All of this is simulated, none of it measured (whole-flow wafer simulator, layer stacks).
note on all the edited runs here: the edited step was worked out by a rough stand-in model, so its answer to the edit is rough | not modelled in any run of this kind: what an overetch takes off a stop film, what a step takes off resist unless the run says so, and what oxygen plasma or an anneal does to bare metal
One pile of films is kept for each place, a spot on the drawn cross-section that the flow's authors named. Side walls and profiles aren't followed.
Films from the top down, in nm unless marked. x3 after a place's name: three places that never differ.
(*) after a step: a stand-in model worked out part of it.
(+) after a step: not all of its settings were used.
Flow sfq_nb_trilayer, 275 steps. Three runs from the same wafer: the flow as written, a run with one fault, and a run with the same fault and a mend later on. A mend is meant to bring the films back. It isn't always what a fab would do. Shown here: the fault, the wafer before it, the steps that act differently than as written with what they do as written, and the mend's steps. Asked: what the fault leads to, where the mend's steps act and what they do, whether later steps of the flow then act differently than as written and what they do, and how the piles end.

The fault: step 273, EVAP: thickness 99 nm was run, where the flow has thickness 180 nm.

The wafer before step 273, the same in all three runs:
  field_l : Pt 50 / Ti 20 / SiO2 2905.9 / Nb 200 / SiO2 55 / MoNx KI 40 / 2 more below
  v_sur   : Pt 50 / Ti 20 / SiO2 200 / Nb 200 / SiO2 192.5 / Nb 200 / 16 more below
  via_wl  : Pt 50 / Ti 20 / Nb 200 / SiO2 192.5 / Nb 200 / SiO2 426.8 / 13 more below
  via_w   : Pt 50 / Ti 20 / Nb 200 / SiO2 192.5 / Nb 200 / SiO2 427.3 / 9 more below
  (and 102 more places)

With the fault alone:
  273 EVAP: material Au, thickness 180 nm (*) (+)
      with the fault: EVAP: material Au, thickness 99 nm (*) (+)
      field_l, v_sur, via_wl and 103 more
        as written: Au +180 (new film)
        with the fault: Au +99 (new film)
  Later steps of the flow that act differently than as written:
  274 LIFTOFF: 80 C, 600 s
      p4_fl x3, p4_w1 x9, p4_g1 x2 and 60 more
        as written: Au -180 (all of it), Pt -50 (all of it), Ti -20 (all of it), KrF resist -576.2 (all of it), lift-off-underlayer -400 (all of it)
        with the fault: Au -99 (all of it), Pt -50 (all of it), Ti -20 (all of it), KrF resist -576.2 (all of it), lift-off-underlayer -400 (all of it)
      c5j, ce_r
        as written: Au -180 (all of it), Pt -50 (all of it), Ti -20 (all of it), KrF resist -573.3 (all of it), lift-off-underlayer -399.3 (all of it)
        with the fault: Au -99 (all of it), Pt -50 (all of it), Ti -20 (all of it), KrF resist -573.3 (all of it), lift-off-underlayer -399.3 (all of it)
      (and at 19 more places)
  At the end the piles differ from the flow's by more than 2% or 0.5 nm, whichever is larger, at field_l, v_sur, via_wl and 8 more.
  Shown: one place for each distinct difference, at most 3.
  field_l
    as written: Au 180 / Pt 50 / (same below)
    with the fault: Au 99 / Pt 50 / (same below)

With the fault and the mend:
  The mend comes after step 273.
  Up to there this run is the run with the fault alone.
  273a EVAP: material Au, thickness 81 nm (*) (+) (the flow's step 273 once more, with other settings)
      field_l, v_sur, via_wl and 103 more
        Au +81
  No later step of the flow acts differently than as written at any place that is followed.
  At the end the piles are the same as the flow's at every place that both follow.
